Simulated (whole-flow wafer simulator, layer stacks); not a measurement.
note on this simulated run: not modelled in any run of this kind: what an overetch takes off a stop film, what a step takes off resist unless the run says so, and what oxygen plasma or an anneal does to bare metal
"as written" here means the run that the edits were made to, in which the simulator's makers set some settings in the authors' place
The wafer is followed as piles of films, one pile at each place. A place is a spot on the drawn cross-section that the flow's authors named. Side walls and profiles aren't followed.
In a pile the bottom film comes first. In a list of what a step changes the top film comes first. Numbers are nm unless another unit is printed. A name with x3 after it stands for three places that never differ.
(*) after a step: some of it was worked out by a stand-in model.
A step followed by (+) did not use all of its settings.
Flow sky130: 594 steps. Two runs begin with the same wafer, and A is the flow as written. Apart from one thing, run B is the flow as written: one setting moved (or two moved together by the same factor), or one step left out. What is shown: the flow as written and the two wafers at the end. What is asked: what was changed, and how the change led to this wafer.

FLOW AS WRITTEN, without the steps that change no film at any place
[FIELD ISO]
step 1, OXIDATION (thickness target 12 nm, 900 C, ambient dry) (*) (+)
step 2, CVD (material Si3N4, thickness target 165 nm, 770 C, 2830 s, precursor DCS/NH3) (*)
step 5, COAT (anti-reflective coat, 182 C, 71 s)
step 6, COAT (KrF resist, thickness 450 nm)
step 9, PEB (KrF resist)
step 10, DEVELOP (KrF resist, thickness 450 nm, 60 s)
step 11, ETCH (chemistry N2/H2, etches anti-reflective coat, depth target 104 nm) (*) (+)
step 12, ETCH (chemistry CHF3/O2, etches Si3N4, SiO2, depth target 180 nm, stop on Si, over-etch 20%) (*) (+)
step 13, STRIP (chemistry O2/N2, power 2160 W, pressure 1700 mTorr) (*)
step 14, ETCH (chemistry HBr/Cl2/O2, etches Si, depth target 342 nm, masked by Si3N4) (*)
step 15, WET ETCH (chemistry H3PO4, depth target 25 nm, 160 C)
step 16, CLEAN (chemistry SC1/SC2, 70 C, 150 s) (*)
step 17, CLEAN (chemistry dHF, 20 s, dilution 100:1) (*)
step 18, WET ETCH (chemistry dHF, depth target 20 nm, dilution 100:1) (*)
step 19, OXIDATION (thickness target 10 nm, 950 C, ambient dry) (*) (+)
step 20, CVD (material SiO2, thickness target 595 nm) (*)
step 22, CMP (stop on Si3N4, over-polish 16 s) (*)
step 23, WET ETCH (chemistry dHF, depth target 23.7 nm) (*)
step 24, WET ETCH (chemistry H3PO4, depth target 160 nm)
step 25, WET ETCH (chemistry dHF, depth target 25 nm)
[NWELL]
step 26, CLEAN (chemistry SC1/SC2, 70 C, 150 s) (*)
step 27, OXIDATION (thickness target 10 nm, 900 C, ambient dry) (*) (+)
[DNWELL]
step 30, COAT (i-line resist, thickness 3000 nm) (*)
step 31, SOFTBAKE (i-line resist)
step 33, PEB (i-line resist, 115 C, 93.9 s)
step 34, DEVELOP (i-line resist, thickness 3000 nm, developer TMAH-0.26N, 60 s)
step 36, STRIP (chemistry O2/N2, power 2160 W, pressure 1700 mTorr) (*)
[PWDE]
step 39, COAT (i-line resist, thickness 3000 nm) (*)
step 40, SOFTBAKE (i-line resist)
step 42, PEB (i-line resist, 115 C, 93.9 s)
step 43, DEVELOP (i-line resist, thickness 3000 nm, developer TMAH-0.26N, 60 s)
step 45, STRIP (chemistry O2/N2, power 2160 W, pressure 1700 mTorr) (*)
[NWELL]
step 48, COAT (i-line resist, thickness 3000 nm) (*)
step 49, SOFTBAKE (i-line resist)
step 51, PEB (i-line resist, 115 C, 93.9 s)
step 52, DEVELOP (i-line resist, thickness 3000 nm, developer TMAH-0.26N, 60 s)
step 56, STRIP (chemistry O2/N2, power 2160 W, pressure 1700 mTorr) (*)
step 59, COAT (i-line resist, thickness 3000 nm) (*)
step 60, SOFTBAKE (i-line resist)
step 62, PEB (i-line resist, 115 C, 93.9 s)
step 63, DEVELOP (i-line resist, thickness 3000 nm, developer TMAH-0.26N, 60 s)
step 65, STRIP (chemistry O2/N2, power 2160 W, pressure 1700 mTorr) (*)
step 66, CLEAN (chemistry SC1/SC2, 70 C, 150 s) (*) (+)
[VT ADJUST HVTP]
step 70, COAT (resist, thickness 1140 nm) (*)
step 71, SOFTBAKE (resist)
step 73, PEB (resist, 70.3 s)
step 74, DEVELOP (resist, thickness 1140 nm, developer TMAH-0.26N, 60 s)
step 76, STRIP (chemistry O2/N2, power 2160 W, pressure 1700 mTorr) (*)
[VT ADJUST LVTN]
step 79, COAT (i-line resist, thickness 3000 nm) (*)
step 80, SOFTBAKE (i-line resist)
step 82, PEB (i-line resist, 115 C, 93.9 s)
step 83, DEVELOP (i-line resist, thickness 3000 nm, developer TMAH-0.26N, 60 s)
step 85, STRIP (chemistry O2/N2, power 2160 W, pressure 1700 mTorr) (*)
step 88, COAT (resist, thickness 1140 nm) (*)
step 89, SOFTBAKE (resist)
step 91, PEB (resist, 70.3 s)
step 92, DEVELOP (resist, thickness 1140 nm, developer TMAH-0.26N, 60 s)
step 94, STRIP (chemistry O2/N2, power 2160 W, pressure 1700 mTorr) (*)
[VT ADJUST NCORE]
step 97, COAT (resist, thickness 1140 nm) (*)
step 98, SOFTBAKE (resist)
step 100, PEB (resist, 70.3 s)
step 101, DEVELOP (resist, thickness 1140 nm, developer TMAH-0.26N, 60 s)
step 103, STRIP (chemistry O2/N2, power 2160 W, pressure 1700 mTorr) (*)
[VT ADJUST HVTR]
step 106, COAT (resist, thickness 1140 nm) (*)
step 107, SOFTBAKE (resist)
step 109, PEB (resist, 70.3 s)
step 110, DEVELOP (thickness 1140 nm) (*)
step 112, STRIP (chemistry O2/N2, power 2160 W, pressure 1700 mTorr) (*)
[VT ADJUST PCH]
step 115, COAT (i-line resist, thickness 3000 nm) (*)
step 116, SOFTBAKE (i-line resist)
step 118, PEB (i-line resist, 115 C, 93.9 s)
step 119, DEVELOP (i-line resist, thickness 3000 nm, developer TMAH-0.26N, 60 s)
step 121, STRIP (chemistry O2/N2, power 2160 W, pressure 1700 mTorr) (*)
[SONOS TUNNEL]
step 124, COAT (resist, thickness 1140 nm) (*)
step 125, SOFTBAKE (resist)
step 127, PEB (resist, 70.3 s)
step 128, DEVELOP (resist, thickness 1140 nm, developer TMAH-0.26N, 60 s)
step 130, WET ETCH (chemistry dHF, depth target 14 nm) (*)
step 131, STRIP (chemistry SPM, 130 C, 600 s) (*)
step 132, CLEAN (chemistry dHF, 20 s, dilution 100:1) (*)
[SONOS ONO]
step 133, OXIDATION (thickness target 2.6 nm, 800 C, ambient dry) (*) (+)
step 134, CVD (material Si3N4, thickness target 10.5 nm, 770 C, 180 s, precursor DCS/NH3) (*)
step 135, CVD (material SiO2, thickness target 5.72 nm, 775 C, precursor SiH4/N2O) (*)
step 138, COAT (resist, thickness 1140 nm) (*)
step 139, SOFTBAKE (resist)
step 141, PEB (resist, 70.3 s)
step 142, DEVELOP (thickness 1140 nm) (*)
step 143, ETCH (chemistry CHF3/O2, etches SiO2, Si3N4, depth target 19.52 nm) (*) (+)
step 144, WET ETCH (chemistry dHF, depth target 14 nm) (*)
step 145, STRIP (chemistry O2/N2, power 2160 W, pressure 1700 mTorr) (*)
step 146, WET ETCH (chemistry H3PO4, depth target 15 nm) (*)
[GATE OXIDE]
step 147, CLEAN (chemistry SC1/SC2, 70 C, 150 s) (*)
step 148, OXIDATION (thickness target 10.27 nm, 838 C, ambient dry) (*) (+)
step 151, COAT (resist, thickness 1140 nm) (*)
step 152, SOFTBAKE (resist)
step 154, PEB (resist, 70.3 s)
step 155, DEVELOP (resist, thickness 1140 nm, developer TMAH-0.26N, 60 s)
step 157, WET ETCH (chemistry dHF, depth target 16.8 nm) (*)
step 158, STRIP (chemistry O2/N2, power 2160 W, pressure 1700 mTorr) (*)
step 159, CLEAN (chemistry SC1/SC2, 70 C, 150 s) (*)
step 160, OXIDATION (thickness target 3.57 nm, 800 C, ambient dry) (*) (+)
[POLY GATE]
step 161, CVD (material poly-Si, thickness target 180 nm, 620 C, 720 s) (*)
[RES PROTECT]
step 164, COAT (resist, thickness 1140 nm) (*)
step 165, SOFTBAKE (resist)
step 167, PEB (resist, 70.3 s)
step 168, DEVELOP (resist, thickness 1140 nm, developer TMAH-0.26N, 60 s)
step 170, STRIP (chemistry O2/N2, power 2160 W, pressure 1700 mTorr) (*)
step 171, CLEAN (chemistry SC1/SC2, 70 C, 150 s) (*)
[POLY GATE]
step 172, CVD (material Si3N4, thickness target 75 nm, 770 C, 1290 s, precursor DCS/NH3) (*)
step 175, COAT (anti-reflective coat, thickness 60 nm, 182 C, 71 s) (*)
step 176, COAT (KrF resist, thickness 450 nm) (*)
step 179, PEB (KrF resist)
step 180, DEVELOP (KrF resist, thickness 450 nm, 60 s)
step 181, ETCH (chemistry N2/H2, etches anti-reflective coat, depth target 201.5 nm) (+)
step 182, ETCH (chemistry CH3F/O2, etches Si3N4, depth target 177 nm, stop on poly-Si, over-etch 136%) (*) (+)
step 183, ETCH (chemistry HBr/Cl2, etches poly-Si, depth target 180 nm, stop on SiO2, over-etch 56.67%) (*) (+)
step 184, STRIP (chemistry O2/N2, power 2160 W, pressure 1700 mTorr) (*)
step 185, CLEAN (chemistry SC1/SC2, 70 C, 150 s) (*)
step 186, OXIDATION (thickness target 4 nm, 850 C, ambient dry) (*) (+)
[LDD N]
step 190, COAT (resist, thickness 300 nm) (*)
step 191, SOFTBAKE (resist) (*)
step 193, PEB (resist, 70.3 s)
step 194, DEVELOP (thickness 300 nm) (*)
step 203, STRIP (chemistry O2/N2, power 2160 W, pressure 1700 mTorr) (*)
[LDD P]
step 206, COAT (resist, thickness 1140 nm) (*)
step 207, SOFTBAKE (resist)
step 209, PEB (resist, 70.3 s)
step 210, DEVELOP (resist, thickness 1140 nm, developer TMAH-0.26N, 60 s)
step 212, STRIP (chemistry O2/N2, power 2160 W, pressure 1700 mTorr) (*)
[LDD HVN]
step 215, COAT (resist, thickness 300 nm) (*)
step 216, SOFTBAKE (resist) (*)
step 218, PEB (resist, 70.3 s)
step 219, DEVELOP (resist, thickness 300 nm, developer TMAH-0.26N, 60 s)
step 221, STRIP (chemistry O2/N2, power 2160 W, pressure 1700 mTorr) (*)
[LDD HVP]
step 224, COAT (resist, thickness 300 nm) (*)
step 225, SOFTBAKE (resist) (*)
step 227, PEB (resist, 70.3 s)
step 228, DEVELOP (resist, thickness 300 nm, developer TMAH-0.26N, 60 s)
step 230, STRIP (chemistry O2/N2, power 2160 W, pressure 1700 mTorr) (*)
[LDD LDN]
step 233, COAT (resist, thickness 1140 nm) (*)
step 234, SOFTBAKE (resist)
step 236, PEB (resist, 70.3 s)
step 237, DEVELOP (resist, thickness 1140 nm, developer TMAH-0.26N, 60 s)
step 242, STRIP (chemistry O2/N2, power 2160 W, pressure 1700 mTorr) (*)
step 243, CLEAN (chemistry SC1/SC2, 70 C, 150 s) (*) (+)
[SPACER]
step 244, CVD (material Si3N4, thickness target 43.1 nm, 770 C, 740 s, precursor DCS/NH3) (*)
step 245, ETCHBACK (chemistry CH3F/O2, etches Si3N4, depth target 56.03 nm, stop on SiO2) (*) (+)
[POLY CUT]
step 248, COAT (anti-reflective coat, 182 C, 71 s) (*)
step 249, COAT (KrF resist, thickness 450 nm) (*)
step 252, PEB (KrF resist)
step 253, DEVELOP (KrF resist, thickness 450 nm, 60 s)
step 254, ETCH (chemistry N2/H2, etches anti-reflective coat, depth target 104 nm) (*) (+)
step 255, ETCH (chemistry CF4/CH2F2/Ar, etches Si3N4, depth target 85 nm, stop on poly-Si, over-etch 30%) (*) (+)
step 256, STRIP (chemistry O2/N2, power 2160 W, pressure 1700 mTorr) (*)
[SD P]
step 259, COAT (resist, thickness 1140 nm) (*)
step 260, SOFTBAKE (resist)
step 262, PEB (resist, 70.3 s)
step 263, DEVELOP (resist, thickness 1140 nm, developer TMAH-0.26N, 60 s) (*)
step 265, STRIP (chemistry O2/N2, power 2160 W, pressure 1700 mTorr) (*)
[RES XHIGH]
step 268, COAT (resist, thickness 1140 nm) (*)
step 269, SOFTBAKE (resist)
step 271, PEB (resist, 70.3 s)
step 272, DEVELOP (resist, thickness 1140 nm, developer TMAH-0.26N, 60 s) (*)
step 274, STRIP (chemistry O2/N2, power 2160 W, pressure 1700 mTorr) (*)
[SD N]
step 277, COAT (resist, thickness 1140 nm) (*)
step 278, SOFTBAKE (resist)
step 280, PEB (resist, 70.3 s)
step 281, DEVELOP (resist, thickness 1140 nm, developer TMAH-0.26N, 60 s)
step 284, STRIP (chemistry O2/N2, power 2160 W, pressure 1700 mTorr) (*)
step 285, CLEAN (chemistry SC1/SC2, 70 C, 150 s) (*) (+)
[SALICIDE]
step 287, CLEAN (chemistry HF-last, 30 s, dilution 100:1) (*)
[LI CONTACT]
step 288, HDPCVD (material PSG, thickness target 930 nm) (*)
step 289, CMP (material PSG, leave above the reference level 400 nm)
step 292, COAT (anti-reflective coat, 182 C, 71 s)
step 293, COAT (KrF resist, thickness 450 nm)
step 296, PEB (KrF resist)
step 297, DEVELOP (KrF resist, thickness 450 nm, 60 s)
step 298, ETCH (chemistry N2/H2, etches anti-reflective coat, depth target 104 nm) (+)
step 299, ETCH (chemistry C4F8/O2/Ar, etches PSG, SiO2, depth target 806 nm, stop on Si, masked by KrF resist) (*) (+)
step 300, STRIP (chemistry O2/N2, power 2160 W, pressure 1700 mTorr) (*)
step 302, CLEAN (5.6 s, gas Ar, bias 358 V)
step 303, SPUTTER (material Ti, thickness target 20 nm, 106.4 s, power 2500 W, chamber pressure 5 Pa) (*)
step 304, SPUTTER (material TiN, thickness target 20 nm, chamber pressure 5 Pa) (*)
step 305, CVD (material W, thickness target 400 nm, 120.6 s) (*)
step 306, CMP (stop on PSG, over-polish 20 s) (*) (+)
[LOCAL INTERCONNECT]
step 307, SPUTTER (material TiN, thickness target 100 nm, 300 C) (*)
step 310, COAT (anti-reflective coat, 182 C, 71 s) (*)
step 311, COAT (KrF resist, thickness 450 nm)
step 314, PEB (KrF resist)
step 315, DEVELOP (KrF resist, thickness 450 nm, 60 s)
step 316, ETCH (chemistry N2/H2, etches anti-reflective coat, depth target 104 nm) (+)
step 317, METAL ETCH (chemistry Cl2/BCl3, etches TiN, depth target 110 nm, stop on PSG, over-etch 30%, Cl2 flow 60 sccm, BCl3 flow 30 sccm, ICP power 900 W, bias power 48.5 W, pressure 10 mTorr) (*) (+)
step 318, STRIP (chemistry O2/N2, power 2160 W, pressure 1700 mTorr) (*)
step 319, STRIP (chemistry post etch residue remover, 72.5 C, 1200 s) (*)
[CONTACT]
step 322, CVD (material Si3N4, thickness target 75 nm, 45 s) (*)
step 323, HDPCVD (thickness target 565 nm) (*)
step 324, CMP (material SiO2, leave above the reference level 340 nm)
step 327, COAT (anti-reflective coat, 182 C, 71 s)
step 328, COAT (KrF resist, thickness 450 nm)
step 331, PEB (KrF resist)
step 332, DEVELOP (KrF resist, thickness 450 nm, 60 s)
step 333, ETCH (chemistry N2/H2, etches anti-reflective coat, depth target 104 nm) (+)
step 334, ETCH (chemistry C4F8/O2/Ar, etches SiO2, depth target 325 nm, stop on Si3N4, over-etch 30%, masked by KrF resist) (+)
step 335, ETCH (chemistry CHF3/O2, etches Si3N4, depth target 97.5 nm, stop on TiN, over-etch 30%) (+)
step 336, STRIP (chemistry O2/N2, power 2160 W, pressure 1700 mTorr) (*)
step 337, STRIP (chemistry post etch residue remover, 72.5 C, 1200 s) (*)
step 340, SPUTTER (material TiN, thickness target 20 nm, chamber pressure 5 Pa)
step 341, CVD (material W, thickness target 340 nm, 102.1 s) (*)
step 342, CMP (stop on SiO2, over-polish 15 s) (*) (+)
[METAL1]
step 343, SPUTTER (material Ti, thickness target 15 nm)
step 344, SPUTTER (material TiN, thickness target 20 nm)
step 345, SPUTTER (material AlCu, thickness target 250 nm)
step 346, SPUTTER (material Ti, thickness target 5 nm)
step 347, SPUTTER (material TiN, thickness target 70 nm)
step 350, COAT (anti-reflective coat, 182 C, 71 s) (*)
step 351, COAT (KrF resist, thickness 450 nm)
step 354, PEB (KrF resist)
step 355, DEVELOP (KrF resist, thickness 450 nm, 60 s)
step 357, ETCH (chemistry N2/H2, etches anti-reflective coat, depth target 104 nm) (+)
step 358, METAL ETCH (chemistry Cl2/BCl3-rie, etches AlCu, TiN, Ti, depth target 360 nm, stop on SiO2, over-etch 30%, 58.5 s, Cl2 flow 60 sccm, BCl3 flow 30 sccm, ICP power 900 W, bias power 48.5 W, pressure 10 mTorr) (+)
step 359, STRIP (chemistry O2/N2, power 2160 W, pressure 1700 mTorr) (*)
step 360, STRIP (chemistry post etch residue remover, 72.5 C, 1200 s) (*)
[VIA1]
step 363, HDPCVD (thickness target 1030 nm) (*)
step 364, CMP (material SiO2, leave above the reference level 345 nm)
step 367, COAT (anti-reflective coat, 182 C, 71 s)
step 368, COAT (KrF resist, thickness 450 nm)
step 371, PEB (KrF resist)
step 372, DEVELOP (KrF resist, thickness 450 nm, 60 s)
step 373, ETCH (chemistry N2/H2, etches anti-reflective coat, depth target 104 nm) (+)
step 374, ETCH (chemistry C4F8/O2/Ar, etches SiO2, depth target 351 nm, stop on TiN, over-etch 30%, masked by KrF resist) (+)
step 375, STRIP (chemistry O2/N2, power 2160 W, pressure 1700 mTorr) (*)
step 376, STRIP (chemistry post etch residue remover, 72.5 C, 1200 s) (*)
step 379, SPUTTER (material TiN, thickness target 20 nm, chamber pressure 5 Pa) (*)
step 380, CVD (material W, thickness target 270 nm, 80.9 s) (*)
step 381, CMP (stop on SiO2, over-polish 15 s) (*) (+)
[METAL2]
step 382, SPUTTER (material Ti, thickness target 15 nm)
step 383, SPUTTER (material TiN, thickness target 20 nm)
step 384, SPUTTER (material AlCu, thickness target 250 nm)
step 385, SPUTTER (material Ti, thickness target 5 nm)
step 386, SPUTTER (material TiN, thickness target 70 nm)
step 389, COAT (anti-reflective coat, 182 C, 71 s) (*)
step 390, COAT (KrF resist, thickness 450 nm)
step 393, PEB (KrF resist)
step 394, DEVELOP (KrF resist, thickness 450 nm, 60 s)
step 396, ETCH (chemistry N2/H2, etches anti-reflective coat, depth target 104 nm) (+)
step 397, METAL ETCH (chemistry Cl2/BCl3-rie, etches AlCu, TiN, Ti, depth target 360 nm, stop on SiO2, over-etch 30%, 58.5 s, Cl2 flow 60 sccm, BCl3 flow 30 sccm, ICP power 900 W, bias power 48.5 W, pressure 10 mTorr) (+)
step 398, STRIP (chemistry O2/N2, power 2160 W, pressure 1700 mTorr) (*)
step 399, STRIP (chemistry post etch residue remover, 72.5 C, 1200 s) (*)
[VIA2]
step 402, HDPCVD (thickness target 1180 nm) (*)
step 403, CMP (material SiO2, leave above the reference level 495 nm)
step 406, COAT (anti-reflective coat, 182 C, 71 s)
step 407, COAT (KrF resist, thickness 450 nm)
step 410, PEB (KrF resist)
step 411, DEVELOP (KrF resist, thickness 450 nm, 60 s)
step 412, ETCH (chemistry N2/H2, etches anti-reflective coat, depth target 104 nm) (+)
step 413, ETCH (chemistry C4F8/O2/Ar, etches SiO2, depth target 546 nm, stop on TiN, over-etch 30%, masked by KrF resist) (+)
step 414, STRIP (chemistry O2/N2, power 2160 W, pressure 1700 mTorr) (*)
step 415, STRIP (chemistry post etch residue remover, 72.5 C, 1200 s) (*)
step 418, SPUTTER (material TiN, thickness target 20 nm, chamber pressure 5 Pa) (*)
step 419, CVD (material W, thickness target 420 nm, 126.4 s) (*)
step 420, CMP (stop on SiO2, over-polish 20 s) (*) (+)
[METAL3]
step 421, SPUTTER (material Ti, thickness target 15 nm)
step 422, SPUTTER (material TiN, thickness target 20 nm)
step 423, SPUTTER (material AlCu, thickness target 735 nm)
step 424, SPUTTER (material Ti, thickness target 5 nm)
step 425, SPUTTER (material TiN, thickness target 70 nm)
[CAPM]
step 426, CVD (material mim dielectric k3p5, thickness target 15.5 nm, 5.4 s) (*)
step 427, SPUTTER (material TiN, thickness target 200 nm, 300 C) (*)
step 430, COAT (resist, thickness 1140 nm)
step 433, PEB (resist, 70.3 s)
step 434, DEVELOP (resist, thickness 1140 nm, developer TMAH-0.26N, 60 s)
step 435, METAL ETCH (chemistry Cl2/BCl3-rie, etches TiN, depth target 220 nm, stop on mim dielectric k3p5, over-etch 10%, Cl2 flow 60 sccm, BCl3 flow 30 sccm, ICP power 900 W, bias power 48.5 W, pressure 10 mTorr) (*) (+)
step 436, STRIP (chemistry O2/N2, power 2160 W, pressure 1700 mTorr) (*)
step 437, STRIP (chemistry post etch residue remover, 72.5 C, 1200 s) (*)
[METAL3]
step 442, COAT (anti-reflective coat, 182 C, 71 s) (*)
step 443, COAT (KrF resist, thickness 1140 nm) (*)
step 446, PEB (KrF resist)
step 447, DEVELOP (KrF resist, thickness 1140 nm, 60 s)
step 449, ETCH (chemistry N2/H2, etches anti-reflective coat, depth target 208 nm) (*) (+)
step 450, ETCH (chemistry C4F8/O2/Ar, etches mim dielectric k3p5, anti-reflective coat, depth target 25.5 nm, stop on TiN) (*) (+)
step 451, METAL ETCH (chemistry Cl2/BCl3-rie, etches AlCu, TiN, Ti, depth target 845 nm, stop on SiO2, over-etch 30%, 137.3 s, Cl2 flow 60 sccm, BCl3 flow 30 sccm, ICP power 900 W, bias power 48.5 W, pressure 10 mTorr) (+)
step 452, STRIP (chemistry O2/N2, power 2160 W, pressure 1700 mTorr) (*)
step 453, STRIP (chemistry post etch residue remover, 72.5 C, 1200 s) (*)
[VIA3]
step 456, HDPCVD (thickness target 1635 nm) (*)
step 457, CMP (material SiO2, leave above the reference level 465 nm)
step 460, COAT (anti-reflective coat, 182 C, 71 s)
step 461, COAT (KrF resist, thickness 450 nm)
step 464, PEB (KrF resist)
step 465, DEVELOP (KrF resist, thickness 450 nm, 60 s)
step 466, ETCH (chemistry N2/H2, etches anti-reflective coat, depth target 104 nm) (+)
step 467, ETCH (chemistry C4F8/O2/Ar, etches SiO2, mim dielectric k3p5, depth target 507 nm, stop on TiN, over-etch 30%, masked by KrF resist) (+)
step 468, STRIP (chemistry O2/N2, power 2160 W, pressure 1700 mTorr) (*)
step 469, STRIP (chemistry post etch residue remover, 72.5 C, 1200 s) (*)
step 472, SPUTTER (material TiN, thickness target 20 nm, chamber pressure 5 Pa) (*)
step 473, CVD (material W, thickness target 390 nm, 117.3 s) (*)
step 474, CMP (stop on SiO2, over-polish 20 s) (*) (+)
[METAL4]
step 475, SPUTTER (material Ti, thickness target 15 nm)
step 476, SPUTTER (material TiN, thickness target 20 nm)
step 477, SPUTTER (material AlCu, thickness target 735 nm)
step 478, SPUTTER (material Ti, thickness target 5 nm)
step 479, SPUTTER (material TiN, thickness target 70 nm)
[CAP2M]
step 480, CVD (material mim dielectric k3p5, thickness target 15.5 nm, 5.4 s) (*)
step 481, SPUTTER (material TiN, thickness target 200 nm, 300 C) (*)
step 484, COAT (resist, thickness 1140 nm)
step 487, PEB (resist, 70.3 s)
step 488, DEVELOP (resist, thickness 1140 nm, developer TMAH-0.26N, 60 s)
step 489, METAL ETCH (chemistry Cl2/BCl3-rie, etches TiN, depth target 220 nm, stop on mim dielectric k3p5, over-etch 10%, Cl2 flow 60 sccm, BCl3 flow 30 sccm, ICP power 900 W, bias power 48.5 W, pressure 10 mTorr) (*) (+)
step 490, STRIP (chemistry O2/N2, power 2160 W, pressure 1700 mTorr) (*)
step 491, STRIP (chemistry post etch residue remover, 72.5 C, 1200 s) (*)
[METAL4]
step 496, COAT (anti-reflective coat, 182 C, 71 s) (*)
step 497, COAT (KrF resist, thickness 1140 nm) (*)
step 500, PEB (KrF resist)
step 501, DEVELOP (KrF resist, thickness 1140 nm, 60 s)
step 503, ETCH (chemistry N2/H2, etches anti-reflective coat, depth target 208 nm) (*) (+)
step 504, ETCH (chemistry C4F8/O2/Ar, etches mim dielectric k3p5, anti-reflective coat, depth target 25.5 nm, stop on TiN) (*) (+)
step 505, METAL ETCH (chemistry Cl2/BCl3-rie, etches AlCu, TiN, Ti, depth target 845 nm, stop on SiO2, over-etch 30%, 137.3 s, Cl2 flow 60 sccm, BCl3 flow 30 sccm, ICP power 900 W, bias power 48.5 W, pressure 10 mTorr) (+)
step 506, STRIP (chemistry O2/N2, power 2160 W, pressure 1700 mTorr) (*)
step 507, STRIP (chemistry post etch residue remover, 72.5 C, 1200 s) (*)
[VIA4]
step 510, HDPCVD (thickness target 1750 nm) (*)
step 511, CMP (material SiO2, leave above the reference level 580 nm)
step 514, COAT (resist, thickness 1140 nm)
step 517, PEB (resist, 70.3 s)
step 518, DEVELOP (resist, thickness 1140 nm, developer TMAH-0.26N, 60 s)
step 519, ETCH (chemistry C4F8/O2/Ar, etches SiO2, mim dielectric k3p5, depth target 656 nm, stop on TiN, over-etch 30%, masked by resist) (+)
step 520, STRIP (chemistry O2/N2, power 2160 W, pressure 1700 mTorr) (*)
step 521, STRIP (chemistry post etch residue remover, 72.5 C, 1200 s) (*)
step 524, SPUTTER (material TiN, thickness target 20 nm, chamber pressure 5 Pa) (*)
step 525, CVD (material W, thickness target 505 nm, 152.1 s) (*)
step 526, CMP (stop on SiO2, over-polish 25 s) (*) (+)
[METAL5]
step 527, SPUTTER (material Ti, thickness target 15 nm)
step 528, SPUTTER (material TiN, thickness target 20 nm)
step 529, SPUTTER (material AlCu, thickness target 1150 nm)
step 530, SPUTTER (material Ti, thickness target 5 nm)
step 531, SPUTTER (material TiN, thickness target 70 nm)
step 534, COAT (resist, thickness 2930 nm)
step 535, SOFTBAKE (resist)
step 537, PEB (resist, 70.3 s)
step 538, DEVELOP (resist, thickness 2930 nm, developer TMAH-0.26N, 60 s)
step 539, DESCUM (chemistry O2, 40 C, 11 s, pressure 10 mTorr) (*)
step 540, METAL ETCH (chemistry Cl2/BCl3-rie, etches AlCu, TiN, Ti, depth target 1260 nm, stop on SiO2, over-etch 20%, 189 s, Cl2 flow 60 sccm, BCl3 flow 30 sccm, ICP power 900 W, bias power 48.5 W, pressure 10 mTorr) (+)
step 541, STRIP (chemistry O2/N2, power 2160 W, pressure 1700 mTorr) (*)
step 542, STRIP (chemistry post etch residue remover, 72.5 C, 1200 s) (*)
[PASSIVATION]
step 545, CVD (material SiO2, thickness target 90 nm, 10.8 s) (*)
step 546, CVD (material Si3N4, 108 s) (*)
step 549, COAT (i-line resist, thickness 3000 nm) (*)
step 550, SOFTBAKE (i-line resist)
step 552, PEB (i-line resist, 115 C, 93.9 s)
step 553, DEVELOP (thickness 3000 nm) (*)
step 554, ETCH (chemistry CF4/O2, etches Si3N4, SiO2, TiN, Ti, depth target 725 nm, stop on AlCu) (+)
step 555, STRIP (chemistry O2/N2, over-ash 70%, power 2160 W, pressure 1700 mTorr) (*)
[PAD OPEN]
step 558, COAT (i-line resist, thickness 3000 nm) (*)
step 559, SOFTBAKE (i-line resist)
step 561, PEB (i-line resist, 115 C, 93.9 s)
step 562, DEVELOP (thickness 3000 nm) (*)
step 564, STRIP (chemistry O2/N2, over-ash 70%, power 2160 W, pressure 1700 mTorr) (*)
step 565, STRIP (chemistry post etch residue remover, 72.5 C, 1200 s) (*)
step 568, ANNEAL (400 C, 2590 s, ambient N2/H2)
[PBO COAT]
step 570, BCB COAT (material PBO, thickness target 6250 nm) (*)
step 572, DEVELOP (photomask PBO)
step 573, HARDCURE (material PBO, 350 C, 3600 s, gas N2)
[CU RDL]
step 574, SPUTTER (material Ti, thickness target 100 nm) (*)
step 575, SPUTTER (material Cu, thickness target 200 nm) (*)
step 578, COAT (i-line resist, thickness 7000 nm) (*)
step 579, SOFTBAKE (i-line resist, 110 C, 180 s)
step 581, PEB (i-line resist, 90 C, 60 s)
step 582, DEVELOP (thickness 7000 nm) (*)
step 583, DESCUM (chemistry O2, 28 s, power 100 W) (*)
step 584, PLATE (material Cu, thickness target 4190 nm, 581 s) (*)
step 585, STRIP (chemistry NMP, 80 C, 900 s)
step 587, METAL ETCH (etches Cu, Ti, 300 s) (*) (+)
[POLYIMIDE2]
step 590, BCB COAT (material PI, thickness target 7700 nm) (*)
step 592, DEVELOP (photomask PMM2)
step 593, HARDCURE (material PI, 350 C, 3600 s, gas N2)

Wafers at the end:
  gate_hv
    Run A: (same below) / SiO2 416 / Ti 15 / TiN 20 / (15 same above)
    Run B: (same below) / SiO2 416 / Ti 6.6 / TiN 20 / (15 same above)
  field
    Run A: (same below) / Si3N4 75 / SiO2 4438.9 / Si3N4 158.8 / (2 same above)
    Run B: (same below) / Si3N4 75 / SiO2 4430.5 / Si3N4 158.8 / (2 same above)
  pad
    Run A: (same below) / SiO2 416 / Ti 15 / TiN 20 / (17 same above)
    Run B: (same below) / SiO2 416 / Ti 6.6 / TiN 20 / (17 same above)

The reason: step 421, SPUTTER: thickness target 6.6 nm was run, whereas the flow has thickness target 15 nm.
One can read it off the wafer: gate_hv has Ti 6.6, and step 421 as written asks for 15 nm.

How this came from the change, step by step:
  step 421, SPUTTER (material Ti, thickness target 15 nm)
      field, active, n_well and 188 more: A +15 Ti (new film) | B +6.6 Ti (new film)
  step 451, METAL ETCH (chemistry Cl2/BCl3-rie, etches AlCu, TiN, Ti, depth target 845 nm, stop on SiO2, over-etch 30%, 137.3 s, Cl2 flow 60 sccm, BCl3 flow 30 sccm, ICP power 900 W, bias power 48.5 W, pressure 10 mTorr) (+)
      field, gate, spacer and 68 more: A -70 TiN (all of it), -5 Ti (all of it), -735 AlCu (all of it), -20 TiN (all of it), -15 Ti (all of it), -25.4 SiO2 | B -70 TiN (all of it), -5 Ti (all of it), -735 AlCu (all of it), -20 TiN (all of it), -6.6 Ti (all of it), -26.2 SiO2
      active, vpp_ln, vpp_iso2 and 11 more: A -70 TiN (all of it), -5 Ti (all of it), -735 AlCu (all of it), -20 TiN (all of it), -15 Ti (all of it), -25.3 SiO2 | B -70 TiN (all of it), -5 Ti (all of it), -735 AlCu (all of it), -20 TiN (all of it), -6.6 Ti (all of it), -26.2 SiO2
